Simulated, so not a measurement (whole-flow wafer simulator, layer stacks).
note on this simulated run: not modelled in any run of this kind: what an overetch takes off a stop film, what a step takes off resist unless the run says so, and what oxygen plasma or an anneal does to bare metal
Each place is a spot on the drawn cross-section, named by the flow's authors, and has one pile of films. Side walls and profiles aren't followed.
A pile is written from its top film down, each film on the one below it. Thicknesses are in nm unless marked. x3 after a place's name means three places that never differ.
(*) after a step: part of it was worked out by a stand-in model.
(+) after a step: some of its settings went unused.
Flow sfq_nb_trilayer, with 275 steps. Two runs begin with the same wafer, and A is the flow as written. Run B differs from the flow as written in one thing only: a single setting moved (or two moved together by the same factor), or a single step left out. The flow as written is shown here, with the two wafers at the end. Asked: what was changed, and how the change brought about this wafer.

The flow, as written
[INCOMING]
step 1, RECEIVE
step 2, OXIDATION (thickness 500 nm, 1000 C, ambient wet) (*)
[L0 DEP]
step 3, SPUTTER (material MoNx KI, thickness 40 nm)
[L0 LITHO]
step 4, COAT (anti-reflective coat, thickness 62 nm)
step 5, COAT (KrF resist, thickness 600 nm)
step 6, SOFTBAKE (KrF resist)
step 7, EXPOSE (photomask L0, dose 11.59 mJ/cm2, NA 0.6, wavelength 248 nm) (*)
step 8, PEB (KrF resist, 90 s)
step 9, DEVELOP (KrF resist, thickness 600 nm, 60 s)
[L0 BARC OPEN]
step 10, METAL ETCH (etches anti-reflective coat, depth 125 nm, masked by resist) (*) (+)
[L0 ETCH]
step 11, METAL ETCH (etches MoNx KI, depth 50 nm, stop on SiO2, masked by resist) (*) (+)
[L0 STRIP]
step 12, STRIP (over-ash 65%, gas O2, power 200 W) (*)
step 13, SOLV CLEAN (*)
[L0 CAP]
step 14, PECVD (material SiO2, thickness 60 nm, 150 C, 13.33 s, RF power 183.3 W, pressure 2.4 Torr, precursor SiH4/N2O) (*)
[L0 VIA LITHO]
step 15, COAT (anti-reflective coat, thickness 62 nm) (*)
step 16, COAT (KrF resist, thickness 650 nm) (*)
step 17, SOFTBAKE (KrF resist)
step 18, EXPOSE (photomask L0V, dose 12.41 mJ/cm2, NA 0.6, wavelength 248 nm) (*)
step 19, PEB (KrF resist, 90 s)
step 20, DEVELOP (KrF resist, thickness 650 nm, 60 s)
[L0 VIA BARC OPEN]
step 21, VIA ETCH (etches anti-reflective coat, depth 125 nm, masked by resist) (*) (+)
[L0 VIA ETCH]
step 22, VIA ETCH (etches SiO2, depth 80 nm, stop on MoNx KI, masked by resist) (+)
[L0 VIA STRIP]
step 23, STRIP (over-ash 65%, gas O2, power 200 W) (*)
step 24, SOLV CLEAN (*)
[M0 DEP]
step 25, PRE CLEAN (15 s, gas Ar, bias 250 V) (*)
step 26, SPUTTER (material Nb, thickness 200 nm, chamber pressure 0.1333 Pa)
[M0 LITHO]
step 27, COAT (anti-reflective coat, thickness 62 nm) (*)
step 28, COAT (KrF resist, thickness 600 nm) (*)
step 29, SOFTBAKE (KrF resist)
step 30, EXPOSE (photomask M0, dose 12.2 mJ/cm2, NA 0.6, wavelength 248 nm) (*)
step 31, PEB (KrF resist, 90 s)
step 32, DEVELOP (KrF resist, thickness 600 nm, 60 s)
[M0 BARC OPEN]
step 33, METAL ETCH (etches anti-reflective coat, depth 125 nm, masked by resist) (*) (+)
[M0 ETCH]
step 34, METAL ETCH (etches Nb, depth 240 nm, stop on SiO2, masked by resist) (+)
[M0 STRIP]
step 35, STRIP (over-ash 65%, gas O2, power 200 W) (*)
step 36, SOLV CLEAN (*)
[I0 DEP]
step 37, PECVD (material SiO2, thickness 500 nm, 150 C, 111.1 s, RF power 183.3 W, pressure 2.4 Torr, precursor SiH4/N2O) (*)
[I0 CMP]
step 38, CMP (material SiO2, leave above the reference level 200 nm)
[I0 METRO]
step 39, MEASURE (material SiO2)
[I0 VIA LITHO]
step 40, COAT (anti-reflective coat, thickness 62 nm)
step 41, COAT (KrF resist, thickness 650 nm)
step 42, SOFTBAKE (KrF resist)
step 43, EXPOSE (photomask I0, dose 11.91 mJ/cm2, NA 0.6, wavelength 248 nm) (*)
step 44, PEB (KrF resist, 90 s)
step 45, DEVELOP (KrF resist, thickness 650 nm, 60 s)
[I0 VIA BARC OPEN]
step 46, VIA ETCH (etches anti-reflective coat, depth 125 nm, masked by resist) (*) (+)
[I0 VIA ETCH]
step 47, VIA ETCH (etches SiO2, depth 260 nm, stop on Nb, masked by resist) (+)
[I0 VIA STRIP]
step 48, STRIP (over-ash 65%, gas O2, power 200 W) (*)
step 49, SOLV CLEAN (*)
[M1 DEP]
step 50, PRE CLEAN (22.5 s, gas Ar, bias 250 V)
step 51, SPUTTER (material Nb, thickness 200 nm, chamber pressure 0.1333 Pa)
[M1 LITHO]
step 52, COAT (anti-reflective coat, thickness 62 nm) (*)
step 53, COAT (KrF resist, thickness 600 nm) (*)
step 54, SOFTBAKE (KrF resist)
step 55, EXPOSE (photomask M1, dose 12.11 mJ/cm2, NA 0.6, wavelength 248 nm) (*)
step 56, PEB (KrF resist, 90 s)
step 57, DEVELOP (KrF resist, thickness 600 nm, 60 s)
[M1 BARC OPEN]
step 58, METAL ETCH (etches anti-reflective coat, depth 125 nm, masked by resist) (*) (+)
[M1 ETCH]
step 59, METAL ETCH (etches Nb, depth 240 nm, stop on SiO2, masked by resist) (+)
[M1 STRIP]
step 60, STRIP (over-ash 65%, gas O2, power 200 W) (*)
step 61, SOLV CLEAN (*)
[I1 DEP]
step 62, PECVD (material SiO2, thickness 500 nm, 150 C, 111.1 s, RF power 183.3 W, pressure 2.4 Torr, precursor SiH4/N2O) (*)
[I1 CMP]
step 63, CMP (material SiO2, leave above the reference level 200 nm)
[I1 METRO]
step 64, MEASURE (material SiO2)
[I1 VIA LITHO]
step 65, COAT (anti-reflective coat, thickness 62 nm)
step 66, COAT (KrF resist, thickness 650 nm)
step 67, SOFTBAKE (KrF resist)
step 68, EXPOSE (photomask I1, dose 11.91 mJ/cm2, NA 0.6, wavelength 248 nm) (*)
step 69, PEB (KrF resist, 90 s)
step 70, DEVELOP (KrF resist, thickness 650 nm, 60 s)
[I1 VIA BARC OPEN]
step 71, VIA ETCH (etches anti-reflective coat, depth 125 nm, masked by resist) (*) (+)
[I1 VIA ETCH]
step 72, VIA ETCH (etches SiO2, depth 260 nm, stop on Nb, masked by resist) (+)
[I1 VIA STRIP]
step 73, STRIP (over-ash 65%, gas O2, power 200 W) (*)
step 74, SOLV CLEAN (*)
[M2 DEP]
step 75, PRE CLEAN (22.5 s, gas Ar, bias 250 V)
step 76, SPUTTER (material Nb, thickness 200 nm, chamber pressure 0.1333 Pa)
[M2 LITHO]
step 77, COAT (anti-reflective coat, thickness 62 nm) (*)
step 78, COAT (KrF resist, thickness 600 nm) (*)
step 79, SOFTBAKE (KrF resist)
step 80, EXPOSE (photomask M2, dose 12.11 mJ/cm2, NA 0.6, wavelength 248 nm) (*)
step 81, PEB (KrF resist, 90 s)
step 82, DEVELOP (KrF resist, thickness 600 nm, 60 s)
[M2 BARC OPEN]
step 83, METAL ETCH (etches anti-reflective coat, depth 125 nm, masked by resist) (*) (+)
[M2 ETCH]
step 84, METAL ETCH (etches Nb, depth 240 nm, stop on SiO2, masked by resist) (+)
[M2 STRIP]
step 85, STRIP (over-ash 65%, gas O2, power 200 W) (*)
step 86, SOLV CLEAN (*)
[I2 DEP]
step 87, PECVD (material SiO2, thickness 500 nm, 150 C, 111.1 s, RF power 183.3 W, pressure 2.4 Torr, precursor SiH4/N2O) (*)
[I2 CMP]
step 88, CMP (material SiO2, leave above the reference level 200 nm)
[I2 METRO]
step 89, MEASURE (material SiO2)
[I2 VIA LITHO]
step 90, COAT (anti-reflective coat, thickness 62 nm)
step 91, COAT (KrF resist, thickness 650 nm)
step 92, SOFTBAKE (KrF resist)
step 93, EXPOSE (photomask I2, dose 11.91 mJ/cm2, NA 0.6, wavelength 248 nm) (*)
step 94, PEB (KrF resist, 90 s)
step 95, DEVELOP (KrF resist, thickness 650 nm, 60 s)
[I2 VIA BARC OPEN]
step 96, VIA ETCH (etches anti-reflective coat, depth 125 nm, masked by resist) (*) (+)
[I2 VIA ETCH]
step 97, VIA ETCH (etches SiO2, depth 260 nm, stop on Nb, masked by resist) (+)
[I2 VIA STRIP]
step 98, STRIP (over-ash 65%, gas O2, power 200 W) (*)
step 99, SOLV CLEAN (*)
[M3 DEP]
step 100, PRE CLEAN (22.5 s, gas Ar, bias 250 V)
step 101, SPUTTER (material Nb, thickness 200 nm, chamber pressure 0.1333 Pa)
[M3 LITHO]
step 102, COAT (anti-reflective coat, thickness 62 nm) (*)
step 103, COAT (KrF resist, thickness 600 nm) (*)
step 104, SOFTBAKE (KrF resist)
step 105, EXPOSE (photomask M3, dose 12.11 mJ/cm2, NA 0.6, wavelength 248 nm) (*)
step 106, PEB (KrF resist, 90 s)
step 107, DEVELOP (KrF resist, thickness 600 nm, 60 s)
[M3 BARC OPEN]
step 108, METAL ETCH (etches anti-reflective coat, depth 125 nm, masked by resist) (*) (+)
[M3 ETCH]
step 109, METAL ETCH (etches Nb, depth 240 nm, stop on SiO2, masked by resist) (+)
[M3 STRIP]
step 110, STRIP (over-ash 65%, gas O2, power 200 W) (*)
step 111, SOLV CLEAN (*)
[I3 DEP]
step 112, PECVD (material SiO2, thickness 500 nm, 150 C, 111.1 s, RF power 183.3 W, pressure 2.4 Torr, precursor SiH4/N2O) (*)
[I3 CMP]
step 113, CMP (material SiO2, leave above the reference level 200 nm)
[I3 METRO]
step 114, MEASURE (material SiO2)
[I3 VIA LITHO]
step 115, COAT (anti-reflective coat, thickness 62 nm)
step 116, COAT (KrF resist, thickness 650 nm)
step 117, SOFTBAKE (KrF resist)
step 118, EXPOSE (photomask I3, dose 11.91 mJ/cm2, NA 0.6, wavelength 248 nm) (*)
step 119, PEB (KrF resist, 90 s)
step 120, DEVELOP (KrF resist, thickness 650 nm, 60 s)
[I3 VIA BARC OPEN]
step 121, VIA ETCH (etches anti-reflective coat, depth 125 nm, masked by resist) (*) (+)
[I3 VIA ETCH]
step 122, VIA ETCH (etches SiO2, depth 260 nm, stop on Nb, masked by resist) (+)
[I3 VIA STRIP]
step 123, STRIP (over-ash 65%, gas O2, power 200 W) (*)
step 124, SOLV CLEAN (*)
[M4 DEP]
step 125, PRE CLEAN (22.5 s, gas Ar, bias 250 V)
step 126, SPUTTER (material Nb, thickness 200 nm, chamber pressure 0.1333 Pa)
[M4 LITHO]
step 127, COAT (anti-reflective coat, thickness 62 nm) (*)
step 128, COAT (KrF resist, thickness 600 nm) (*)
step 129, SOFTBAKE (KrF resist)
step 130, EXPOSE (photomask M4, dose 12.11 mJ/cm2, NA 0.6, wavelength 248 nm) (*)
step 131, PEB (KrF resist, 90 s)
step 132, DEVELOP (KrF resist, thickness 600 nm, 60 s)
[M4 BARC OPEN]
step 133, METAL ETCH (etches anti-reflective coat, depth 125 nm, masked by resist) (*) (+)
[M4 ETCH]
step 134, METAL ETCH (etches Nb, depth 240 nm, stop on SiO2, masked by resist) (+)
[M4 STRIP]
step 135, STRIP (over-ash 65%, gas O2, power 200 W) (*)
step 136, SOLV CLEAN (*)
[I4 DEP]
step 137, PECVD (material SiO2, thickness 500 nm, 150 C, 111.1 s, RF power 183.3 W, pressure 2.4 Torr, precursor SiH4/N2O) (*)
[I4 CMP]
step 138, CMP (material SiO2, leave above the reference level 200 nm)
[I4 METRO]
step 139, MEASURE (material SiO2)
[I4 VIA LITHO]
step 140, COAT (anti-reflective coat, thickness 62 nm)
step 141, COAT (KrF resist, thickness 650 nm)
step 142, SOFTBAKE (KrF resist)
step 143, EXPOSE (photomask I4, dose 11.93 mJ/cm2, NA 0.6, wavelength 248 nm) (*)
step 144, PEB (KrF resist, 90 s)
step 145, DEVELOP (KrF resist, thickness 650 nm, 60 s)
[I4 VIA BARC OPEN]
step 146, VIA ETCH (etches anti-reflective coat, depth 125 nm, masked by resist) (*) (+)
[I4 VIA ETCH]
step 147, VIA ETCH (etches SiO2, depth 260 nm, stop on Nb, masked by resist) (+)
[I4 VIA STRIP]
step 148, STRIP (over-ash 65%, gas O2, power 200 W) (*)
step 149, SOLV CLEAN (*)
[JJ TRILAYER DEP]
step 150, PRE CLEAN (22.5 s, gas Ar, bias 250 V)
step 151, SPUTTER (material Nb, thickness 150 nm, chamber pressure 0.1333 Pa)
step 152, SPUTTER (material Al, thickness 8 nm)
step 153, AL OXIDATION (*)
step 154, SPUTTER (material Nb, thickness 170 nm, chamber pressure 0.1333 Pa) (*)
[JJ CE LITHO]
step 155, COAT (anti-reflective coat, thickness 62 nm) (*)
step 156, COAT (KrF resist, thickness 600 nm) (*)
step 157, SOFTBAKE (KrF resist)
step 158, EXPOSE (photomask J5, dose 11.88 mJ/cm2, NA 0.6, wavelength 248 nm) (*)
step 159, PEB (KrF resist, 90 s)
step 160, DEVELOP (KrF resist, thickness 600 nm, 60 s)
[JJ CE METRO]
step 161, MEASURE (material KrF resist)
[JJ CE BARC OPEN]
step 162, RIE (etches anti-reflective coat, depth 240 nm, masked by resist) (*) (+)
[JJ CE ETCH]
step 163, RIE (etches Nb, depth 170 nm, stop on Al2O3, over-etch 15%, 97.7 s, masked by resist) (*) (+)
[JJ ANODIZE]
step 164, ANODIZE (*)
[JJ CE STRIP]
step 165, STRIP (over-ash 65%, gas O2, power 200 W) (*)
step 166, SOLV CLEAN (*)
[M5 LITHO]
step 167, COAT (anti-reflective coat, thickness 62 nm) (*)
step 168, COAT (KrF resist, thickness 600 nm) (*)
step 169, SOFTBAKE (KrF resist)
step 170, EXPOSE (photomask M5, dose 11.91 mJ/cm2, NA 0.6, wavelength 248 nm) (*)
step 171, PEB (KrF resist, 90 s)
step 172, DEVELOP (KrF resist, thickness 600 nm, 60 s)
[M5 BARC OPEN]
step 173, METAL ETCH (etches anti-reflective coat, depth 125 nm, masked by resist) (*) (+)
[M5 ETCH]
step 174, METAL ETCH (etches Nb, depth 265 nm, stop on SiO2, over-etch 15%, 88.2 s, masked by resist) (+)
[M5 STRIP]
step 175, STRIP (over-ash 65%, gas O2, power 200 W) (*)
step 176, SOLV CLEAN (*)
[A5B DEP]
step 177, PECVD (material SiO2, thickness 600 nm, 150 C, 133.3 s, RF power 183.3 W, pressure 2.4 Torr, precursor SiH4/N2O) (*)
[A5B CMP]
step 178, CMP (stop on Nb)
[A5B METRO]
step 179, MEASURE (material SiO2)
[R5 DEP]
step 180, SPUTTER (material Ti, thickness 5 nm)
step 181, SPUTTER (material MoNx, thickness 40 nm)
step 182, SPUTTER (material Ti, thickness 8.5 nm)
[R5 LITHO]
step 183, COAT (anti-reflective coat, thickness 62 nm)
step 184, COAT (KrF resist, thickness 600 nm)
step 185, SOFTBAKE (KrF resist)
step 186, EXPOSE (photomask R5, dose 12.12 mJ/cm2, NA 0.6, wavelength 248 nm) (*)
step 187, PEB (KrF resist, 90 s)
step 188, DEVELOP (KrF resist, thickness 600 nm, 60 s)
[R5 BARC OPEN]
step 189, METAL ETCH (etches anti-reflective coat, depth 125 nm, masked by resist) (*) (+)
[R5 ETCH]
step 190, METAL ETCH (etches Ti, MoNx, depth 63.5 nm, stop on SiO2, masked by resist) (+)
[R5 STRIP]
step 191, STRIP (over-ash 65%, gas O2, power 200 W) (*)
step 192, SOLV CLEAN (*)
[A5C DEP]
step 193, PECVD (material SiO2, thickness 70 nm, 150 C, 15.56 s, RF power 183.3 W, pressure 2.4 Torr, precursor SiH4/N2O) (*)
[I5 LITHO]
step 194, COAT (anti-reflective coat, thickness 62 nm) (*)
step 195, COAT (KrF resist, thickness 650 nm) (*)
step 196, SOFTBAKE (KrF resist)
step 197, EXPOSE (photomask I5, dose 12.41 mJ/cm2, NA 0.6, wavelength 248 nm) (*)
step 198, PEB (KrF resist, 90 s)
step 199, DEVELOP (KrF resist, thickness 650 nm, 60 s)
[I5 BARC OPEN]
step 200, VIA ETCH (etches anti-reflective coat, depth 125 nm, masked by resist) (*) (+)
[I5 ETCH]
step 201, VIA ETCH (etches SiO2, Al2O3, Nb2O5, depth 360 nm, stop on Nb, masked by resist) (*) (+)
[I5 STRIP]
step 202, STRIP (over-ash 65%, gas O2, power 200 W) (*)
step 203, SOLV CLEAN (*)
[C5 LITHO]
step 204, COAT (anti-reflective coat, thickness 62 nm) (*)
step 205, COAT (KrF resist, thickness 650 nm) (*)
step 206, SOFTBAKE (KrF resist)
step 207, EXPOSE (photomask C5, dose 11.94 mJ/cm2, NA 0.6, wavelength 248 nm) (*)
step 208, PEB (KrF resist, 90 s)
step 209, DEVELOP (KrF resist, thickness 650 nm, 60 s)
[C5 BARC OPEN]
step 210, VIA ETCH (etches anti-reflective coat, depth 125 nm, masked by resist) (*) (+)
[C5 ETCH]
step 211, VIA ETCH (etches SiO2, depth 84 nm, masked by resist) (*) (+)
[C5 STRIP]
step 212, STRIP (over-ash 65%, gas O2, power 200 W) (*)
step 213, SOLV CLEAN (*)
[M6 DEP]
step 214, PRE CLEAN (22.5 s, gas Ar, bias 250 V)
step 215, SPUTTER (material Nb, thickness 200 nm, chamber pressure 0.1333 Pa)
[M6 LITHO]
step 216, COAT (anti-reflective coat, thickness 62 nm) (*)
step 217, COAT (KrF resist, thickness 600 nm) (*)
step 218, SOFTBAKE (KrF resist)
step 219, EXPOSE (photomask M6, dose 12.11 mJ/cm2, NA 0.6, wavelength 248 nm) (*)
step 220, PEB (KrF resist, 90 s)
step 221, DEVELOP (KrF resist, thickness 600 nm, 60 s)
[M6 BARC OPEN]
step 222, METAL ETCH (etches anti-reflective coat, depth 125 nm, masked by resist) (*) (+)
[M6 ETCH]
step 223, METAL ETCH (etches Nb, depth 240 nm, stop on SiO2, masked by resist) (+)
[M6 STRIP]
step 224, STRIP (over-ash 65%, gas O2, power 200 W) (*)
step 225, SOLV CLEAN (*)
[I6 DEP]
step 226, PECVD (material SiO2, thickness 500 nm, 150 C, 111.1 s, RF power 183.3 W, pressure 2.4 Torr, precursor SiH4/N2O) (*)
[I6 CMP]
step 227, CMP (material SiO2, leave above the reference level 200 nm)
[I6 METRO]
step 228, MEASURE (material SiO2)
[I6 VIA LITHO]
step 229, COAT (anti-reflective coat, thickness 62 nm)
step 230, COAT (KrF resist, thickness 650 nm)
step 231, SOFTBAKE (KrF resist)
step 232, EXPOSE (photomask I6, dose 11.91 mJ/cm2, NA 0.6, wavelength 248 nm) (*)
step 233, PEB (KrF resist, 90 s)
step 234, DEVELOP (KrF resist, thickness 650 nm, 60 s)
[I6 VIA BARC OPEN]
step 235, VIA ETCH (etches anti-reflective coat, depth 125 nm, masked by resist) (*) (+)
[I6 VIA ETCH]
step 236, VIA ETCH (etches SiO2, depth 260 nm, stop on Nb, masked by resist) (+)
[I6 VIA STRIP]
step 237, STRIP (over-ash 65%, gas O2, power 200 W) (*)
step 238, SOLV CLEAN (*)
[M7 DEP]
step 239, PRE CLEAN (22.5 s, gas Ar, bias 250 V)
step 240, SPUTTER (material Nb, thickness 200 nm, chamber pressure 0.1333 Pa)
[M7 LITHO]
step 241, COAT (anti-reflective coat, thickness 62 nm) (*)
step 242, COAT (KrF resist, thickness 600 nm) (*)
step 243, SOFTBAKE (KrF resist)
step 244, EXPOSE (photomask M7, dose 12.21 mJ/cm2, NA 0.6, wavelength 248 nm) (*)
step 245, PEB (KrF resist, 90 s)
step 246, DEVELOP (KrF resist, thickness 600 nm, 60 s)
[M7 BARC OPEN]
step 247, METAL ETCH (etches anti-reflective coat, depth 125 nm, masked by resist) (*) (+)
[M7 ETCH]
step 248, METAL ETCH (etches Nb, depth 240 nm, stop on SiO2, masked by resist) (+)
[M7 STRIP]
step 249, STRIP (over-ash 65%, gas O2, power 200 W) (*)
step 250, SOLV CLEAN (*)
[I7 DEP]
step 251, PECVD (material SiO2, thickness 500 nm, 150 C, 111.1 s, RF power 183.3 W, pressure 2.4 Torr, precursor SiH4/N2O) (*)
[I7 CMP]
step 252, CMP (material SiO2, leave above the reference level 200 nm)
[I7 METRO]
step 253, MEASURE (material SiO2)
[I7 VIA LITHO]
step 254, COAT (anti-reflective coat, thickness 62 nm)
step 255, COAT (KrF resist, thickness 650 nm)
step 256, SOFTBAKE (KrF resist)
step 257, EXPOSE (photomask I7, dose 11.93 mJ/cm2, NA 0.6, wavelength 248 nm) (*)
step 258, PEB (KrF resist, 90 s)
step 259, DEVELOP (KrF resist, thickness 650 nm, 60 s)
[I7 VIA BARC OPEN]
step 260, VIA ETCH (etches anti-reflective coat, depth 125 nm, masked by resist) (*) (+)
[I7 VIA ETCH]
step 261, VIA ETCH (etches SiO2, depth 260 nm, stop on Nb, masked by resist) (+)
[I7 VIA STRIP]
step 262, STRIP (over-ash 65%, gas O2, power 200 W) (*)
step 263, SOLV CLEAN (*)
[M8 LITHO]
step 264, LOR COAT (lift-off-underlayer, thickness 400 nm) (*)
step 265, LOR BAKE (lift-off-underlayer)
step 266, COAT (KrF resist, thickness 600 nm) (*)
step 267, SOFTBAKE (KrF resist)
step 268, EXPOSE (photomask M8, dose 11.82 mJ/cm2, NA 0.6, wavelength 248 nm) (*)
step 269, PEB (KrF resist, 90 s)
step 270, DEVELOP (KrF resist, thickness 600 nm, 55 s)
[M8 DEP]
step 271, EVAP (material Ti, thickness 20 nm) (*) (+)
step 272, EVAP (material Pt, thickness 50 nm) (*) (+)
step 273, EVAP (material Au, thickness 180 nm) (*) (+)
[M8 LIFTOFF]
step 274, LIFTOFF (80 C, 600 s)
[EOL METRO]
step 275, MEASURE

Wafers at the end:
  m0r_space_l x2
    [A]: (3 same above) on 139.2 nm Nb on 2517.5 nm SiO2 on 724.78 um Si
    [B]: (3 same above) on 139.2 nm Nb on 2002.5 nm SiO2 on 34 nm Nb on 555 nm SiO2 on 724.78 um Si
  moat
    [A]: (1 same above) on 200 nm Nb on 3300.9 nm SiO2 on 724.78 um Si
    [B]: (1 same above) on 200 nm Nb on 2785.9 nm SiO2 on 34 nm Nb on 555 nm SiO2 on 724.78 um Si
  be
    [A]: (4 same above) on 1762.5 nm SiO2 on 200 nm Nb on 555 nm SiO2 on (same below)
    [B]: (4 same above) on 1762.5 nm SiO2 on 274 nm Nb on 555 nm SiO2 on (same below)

What caused this: step 26, SPUTTER: thickness 274 nm was run, while the flow as written has thickness 200 nm.
The wafer lets one read it off: be has Nb 274, and step 26 as written asks for 200 nm.

The path from the change to this, step by step:
  step 26, SPUTTER (material Nb, thickness 200 nm, chamber pressure 0.1333 Pa)
      field_l, v_sur, via_wl and 102 more: A Nb gains 200 (new film) | B Nb gains 274 (new film)
      l0v: A Nb gains 195.7 (new film) | B Nb gains 269.9 (new film)
  step 34, METAL ETCH (etches Nb, depth 240 nm, stop on SiO2, masked by resist) (+)
      moat, m0r_space_l x2: A Nb loses 200 (all of it) | B Nb loses 240
  step 37, PECVD (material SiO2, thickness 500 nm, 150 C, 111.1 s, RF power 183.3 W, pressure 2.4 Torr, precursor SiH4/N2O) (*)
      moat, m0r_space_l x2: A SiO2 gains 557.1 | B SiO2 gains 597.1 (new film)
If metal films that touch count as one body, m0r_space_l x2 has 2 bodies (between them, from the top down: SiO2 2002.5); the flow as written gives 1 body.
If metal films that touch count as one body, moat has 2 bodies (between them, from the top down: SiO2 2785.9); the flow as written gives 1 body.
